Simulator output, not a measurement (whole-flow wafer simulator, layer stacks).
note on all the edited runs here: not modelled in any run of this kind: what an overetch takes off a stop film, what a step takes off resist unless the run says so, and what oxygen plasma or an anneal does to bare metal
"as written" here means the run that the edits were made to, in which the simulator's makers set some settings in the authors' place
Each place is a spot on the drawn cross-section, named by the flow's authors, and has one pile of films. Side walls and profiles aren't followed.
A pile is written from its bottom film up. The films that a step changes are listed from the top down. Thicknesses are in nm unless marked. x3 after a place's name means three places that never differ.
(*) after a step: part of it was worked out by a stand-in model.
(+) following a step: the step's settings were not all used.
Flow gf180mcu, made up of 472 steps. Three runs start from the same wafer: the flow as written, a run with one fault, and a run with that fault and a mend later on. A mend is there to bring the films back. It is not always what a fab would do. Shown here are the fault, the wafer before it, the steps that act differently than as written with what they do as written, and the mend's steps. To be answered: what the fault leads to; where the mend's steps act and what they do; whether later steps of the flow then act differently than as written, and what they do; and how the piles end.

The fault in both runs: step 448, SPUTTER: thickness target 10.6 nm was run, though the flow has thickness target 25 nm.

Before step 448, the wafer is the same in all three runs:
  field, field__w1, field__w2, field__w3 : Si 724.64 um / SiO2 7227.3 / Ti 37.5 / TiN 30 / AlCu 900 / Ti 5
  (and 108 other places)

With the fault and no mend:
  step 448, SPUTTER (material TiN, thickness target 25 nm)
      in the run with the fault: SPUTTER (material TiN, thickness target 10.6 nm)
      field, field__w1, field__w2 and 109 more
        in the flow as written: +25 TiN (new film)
        in the run with the fault: +10.6 TiN (new film)
  Steps further on in the flow that do not act as written (4 more steps, not shown, differ only slightly: by at most 2% or 0.5 nm, whichever is larger):
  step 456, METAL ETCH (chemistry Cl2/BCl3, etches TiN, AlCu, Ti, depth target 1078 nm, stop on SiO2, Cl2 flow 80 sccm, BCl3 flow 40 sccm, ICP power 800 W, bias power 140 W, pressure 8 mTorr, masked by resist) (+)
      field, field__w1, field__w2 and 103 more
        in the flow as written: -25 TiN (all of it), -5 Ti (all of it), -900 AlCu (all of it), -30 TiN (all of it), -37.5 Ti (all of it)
        in the run with the fault: -10.6 TiN (all of it), -5 Ti (all of it), -900 AlCu (all of it), -30 TiN (all of it), -37.5 Ti (all of it)
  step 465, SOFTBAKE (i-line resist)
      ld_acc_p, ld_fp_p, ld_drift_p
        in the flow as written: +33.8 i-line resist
        in the run with the fault: +33.1 i-line resist
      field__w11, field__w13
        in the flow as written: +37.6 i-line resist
        in the run with the fault: +36.8 i-line resist
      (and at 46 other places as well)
  At field__w8, contact, m1, m1__w1, pad, m1_nw, the piles at the end differ from the flow's by more than 2% or 0.5 nm, whichever is larger.
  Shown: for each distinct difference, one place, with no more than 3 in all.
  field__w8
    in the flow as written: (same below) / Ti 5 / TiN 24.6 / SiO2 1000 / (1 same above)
    in the run with the fault: (same below) / Ti 5 / TiN 10.2 / SiO2 1000 / (1 same above)
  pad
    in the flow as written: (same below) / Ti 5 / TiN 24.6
    in the run with the fault: (same below) / Ti 5 / TiN 10.2

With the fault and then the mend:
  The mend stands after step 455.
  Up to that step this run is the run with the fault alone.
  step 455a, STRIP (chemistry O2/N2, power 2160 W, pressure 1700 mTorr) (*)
      field__w8, contact, m1, m1__w1, pad, m1_nw
        -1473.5 resist (all of it)
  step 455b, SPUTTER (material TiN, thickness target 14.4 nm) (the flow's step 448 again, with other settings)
      field, field__w1, field__w2 and 109 more
        +14.4 TiN
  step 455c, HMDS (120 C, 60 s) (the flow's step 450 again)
      leaves every film unchanged at each place that is followed
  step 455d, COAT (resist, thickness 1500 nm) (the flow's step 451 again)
      field, field__w1, field__w2 and 109 more
        +1500 resist (new film)
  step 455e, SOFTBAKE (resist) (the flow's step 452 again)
      leaves every film unchanged at each place that is followed
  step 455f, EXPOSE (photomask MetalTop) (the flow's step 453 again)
      leaves every film unchanged at each place that is followed
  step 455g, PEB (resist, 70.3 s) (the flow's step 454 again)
      field, field__w1, field__w2 and 109 more
        -26.5 resist
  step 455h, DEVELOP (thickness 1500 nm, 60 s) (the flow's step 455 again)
      field, field__w1, field__w2 and 103 more
        -1473.5 resist (all of it)
  Later steps of the flow that are run all act as written at every place that is followed.
  By the end, the piles equal the flow's at every place that both follow.
